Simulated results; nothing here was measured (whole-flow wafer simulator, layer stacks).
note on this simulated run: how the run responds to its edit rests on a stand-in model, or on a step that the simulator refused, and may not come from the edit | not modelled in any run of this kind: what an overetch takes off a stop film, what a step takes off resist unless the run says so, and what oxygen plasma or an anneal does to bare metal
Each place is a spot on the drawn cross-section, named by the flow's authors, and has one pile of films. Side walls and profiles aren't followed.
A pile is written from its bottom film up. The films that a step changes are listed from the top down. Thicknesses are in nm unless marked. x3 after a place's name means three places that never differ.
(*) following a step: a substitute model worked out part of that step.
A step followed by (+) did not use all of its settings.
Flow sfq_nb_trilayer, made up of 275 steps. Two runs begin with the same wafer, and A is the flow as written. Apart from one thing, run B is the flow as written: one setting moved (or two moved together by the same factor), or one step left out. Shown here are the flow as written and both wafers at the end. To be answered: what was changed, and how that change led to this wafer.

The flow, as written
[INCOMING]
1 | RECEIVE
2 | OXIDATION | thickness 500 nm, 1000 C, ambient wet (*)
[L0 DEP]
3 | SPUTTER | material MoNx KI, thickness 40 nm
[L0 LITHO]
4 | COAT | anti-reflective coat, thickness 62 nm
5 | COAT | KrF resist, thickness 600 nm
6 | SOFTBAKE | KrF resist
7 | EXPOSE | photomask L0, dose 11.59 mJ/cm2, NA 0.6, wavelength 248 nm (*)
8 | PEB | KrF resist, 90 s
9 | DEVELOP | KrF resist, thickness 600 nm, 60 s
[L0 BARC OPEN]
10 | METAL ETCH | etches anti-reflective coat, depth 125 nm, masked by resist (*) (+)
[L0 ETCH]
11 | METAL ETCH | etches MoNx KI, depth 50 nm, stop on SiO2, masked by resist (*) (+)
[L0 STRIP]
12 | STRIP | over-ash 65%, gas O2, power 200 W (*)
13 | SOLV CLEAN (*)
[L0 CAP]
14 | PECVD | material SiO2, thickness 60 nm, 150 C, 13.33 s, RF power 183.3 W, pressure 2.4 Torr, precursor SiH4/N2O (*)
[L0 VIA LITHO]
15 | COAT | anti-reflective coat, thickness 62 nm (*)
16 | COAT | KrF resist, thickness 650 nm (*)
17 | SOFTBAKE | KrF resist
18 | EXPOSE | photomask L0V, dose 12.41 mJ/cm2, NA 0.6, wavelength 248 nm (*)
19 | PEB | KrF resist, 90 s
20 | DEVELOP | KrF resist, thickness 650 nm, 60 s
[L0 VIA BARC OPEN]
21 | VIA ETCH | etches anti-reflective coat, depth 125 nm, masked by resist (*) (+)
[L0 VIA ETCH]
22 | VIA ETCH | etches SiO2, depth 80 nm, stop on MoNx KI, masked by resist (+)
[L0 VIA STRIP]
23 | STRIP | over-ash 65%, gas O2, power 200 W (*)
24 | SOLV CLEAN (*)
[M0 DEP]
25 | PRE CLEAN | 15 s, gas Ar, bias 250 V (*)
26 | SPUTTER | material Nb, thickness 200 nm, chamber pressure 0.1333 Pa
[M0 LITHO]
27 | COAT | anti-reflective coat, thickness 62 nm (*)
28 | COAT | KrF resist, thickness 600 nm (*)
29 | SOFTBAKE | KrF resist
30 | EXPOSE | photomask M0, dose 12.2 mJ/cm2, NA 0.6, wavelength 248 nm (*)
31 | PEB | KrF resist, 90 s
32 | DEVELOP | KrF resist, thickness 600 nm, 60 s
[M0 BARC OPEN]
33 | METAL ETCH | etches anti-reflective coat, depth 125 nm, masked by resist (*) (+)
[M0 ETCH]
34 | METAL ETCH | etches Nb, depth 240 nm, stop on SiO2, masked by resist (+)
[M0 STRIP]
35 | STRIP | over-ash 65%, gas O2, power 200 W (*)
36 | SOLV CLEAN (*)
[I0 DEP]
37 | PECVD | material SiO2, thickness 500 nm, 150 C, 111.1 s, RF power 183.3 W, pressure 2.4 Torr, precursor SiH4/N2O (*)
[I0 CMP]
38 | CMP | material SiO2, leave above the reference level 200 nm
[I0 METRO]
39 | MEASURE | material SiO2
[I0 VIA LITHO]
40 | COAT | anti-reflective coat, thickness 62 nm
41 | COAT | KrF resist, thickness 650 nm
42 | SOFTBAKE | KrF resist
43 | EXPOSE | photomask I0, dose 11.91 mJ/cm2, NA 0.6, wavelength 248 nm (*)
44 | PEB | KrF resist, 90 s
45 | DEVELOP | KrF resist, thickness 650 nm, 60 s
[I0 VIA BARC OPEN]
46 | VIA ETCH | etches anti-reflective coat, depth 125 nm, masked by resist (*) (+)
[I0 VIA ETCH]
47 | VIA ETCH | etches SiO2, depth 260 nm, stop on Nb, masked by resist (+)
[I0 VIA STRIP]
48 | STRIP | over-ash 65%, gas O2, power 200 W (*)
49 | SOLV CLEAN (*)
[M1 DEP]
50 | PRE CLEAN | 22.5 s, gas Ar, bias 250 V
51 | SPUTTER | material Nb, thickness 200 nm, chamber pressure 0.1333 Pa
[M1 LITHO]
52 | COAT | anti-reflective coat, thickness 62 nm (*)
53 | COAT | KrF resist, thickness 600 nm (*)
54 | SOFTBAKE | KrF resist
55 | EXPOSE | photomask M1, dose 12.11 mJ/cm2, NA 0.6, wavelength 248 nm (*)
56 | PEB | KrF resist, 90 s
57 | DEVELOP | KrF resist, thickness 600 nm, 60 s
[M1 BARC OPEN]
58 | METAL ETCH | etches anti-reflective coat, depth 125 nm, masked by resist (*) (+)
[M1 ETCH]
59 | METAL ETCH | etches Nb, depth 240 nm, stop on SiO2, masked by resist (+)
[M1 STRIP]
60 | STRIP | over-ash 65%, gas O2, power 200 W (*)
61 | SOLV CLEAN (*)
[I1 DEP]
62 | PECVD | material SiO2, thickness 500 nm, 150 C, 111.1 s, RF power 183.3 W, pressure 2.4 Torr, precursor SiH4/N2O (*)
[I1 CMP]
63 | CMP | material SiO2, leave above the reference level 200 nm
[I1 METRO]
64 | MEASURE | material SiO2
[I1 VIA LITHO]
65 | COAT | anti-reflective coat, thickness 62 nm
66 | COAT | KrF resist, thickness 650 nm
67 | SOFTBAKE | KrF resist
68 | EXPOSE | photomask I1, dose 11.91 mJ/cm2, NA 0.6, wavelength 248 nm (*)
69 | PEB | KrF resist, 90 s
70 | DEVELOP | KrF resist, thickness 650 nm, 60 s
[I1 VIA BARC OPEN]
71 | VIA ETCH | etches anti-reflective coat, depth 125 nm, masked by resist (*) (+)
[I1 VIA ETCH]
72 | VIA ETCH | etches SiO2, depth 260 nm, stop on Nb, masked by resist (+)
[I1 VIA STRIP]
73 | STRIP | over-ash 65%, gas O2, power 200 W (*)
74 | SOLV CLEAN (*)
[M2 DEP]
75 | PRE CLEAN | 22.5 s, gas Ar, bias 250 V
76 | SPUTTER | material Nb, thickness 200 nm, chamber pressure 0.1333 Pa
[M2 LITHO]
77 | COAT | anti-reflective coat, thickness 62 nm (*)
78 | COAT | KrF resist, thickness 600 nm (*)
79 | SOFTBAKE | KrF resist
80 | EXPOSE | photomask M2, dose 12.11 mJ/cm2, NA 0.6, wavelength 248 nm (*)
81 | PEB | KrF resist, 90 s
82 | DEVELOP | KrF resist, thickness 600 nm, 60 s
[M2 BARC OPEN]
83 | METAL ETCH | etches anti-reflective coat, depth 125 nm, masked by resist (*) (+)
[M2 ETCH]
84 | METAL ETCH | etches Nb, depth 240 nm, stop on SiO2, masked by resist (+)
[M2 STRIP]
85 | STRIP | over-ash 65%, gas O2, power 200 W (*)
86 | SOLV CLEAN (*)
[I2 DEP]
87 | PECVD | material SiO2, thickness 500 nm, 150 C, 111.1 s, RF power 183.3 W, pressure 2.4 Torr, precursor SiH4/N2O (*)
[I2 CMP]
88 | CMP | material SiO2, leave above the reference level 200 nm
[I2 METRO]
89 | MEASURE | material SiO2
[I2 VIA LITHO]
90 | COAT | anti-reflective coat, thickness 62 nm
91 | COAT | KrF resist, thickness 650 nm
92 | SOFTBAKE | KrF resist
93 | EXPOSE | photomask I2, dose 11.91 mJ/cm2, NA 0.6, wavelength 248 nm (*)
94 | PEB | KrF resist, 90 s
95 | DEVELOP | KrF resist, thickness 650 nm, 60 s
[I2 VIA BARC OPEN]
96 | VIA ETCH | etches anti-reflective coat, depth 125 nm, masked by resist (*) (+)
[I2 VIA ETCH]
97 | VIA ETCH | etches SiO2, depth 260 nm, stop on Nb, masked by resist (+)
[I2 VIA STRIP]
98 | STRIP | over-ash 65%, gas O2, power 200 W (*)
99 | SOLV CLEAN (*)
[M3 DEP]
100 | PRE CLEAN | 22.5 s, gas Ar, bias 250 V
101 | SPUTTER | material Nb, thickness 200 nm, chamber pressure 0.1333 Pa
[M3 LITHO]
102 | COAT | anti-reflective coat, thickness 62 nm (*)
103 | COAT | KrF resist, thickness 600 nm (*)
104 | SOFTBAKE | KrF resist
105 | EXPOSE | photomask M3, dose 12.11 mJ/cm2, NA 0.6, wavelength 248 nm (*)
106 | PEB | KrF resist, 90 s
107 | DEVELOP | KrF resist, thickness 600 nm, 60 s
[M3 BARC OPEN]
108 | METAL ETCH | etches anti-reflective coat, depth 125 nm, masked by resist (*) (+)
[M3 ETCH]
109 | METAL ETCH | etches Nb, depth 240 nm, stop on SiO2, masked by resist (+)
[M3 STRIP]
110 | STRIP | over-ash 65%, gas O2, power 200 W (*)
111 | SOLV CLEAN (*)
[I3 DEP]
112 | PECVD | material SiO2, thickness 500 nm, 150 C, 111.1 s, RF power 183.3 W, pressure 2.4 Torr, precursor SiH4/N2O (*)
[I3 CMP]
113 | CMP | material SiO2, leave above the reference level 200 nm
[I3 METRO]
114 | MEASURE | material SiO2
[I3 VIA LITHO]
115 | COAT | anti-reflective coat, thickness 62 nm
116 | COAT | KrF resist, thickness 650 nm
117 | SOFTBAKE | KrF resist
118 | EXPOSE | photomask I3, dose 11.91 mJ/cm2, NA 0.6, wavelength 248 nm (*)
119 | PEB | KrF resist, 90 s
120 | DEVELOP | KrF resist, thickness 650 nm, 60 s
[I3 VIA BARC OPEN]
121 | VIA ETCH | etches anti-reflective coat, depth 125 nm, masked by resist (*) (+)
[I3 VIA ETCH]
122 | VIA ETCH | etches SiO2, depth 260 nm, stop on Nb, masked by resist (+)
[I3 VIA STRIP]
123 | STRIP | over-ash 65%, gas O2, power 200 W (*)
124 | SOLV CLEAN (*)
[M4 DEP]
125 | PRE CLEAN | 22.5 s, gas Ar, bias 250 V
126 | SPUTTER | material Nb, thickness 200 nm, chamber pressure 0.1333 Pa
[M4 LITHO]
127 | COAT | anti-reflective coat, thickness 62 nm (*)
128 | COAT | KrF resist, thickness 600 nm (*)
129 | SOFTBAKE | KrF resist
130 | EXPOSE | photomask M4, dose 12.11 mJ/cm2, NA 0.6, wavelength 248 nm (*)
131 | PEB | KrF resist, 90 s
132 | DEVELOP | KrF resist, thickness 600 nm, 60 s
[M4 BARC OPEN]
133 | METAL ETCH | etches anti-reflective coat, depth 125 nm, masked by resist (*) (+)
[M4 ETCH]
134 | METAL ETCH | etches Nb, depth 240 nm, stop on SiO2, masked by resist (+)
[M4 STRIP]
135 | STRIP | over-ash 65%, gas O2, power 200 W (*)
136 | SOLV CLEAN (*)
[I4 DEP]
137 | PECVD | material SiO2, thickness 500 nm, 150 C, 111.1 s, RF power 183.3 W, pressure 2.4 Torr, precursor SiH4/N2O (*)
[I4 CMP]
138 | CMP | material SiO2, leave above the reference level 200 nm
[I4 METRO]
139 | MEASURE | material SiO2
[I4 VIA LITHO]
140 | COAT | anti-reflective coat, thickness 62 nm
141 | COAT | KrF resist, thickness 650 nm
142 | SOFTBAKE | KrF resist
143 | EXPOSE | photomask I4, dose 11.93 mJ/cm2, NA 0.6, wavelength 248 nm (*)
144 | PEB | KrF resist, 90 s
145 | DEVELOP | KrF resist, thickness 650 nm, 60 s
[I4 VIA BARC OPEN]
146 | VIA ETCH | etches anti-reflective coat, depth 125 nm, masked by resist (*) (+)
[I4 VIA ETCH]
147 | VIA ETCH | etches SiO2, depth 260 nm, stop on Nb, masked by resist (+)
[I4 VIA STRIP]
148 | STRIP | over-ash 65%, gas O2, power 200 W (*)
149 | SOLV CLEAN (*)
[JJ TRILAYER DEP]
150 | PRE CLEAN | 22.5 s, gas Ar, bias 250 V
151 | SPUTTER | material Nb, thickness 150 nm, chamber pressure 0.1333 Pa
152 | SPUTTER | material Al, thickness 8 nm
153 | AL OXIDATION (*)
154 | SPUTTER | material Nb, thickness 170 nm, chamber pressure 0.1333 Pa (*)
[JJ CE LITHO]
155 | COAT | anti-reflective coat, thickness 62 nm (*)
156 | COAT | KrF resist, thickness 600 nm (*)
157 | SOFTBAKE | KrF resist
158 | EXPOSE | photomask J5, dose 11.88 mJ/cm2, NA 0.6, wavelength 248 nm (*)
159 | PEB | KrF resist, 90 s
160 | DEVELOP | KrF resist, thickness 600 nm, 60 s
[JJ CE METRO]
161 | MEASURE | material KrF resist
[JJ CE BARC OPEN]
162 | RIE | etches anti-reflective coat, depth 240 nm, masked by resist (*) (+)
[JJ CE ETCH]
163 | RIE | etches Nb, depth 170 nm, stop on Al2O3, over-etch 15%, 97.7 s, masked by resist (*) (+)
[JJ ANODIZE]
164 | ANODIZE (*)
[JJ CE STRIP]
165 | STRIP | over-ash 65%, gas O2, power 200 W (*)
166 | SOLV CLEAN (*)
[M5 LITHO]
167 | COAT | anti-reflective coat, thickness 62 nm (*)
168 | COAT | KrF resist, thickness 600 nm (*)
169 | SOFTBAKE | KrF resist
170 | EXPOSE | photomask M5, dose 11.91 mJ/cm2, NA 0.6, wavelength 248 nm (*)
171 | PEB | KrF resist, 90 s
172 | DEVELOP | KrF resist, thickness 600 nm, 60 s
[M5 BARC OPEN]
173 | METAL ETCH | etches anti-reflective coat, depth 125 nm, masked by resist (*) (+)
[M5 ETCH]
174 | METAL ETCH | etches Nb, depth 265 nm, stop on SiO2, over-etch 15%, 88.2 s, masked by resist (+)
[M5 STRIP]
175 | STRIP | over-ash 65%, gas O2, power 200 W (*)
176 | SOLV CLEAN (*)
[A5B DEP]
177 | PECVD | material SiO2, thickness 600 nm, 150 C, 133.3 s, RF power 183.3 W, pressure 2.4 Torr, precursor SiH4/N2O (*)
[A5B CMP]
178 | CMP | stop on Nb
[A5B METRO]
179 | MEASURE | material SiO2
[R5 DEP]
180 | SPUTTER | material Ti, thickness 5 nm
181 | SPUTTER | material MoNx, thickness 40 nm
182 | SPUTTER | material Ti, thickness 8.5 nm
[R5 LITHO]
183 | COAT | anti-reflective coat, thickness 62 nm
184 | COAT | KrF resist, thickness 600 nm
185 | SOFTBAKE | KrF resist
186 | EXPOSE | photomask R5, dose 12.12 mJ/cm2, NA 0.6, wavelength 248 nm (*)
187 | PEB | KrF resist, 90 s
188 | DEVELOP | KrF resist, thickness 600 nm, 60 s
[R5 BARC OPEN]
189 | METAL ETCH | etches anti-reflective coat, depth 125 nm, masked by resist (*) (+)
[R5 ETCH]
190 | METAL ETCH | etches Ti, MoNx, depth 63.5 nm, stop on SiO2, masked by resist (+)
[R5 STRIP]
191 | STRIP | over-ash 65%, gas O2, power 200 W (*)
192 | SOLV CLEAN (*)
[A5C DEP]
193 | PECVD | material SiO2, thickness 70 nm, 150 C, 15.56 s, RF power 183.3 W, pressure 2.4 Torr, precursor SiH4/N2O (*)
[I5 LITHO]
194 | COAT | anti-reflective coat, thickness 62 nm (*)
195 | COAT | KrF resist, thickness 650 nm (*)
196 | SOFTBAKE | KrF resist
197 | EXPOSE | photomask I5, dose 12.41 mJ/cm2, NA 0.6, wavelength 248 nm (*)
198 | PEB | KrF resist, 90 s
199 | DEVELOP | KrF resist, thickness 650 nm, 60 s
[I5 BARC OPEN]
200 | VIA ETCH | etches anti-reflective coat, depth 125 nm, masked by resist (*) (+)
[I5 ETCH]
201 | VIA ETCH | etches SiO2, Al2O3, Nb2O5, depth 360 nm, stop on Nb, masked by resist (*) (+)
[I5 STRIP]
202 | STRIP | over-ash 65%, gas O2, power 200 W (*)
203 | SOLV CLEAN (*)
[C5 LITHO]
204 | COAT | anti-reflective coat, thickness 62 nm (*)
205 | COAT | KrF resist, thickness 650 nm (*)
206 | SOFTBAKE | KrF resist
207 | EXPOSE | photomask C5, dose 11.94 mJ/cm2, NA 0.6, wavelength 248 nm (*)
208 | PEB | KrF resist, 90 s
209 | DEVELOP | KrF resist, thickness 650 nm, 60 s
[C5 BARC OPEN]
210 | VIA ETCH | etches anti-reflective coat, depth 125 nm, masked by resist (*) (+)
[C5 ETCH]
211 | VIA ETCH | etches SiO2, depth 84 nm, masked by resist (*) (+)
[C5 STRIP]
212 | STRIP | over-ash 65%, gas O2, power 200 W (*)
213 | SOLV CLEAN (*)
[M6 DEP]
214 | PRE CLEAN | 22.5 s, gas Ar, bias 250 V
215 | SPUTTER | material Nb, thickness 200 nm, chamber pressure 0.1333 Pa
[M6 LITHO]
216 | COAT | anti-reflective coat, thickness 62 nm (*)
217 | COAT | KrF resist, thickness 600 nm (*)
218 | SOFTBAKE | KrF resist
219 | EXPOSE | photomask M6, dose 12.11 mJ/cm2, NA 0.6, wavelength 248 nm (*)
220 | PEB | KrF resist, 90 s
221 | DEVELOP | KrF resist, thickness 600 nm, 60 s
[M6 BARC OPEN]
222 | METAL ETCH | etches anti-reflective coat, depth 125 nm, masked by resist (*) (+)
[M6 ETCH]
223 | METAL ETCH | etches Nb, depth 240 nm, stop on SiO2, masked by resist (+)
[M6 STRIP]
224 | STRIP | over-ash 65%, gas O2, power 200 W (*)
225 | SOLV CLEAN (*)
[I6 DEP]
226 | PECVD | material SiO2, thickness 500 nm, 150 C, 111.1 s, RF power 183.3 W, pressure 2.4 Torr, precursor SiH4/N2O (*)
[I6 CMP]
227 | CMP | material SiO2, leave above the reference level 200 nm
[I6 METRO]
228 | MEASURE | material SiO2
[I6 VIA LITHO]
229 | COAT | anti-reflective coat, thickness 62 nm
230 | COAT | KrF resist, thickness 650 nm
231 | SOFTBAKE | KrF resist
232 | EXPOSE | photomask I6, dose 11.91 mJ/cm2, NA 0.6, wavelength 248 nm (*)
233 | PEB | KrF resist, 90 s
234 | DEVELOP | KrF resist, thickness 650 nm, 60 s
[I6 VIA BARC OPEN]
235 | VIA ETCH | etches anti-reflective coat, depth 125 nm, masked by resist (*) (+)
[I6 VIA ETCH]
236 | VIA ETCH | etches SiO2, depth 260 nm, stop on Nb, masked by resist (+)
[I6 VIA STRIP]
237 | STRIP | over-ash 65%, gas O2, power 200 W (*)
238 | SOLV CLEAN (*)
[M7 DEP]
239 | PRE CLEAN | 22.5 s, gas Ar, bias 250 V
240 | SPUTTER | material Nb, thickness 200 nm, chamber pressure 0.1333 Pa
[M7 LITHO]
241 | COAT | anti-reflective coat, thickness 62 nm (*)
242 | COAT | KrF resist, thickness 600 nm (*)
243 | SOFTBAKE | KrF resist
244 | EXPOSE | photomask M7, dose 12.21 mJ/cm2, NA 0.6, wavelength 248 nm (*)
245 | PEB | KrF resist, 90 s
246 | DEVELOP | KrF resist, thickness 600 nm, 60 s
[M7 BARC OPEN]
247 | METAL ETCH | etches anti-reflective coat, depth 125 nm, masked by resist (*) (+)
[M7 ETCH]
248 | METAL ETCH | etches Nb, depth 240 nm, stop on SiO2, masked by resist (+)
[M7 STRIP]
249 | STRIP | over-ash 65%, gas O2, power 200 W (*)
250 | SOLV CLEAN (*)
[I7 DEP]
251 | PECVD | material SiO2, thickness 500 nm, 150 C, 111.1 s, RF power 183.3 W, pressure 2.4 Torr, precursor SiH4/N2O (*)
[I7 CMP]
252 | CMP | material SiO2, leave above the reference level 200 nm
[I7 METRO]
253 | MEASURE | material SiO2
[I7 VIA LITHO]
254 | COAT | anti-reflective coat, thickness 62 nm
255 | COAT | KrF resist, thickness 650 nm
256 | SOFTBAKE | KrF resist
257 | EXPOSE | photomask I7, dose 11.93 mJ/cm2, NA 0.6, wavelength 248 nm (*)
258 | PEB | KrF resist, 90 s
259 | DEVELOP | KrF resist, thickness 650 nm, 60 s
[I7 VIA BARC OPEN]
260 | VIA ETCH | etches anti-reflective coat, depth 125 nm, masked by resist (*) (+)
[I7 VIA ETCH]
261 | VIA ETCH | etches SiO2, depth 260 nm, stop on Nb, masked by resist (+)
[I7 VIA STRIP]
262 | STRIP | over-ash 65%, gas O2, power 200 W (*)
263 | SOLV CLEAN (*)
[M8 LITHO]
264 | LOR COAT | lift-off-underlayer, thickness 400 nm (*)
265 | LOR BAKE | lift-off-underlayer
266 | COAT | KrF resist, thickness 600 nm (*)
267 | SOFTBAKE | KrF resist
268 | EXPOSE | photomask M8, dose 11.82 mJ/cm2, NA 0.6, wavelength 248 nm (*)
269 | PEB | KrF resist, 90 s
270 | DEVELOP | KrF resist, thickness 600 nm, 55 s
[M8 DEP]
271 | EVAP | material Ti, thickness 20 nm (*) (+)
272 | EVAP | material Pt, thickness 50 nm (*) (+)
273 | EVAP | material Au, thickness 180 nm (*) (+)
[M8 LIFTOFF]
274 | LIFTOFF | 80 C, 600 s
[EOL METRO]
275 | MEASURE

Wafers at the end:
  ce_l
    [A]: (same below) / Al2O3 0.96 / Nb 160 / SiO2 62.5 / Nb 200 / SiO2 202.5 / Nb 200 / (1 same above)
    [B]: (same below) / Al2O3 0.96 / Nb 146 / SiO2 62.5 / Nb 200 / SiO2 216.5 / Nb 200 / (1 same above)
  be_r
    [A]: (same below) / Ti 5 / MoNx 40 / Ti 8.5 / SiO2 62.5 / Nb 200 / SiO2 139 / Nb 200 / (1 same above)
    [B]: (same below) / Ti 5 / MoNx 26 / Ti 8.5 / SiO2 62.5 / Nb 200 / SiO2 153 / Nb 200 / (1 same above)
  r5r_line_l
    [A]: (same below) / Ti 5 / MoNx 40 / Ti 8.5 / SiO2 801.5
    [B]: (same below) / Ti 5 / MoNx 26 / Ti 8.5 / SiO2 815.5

Cause: step 181, SPUTTER: thickness 26 nm was run, though the flow has thickness 40 nm.
One can read it off the wafer: be_r has MoNx 26, and step 181 as written asks for 40 nm.

Step by step, how the change led to this:
  181 | SPUTTER | material MoNx, thickness 40 nm
      field_l, v_sur, via_wl and 103 more: A +40 MoNx (new film) | B +26 MoNx (new film)
  190 | METAL ETCH | etches Ti, MoNx, depth 63.5 nm, stop on SiO2, masked by resist (+)
      field_l, v_sur, via_wl and 92 more: A -8.5 Ti (all of it), -40 MoNx (all of it), -5 Ti (all of it) | B -8.5 Ti (all of it), -26 MoNx (all of it), -5 Ti (all of it)
      ce_l, c5j, ce_r, wl_jj: A -8.5 Ti (all of it), -40 MoNx (all of it), -5 Ti (all of it), -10 Nb | B -8.5 Ti (all of it), -26 MoNx (all of it), -5 Ti (all of it), -24 Nb
  194 | COAT | anti-reflective coat, thickness 62 nm (*)
      wl_j_sl, wl_j_sr: A +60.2 anti-reflective coat (new film) | B +57.9 anti-reflective coat (new film)
      r5r_spacepad_l, r5r_spacepad_r: A +84.4 anti-reflective coat (new film) | B +78.4 anti-reflective coat (new film)
      (and at 14 other places as well)
  202 | STRIP | over-ash 65%, gas O2, power 200 W (*)
      wl_j_sl, wl_j_sr: A -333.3 KrF resist (all of it), -60.2 anti-reflective coat (all of it) | B -333.4 KrF resist (all of it), -57.9 anti-reflective coat (all of it)
      r5r_spacepad_l, r5r_spacepad_r: A -335.6 KrF resist (all of it), -84.4 anti-reflective coat (all of it) | B -335.1 KrF resist (all of it), -78.4 anti-reflective coat (all of it)
      (and at 14 other places as well)
  204 | COAT | anti-reflective coat, thickness 62 nm (*)
      wl_j_sl, wl_j_sr: A +60.2 anti-reflective coat (new film) | B +57.9 anti-reflective coat (new film)
      r5r_spacepad_l, r5r_spacepad_r: A +84.4 anti-reflective coat (new film) | B +78.4 anti-reflective coat (new film)
      (and at 13 other places as well)
  210 | VIA ETCH | etches anti-reflective coat, depth 125 nm, masked by resist (*) (+)
      c5j: A -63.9 anti-reflective coat (all of it), -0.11 SiO2 | B -67.7 anti-reflective coat (all of it), -0.1 SiO2
      res: A -56.8 anti-reflective coat (all of it), -0.14 SiO2 | B -58 anti-reflective coat (all of it), -0.14 SiO2
  212 | STRIP | over-ash 65%, gas O2, power 200 W (*)
      wl_j_sl, wl_j_sr: A -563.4 KrF resist (all of it), -60.2 anti-reflective coat (all of it) | B -562.5 KrF resist (all of it), -57.9 anti-reflective coat (all of it)
      r5r_spacepad_l, r5r_spacepad_r: A -565.8 KrF resist (all of it), -84.4 anti-reflective coat (all of it) | B -564.2 KrF resist (all of it), -78.4 anti-reflective coat (all of it)
      (and at 11 other places as well)
  216 | COAT | anti-reflective coat, thickness 62 nm (*)
      wl_j_sl, wl_j_sr: A +60.2 anti-reflective coat (new film) | B +57.9 anti-reflective coat (new film)
      r5r_spacepad_l, r5r_spacepad_r: A +85.7 anti-reflective coat (new film) | B +79 anti-reflective coat (new film)
      (and at 12 other places as well)
  222 | METAL ETCH | etches anti-reflective coat, depth 125 nm, masked by resist (*) (+)
      r5r_spacepad_l, r5r_spacepad_r: A -85.7 anti-reflective coat (all of it) | B -79 anti-reflective coat (all of it)
      r5r_line_c, r5r_line_r: A -50 anti-reflective coat (all of it) | B -52.4 anti-reflective coat (all of it)
      (and at 2 other places as well)
  224 | STRIP | over-ash 65%, gas O2, power 200 W (*)
      wl_j_sl, wl_j_sr: A -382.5 KrF resist (all of it), -60.2 anti-reflective coat (all of it) | B -382.5 KrF resist (all of it), -57.9 anti-reflective coat (all of it)
      jj_sur: A -378.5 KrF resist (all of it), -56.1 anti-reflective coat (all of it) | B -377.7 KrF resist (all of it), -53.6 anti-reflective coat (all of it)
      (and at 7 other places as well)
  226 | PECVD | material SiO2, thickness 500 nm, 150 C, 111.1 s, RF power 183.3 W, pressure 2.4 Torr, precursor SiH4/N2O (*)
      r5r_spacepad_l, r5r_spacepad_r: A +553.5 SiO2 | B +537 SiO2
  227 | CMP | material SiO2, leave above the reference level 200 nm
      ce_l, ce_r, wl_jj: A -290 SiO2 | B -276 SiO2
      be_r, r_sur, r_end: A -353.5 SiO2 | B -339.5 SiO2
      (and at 7 other places as well)
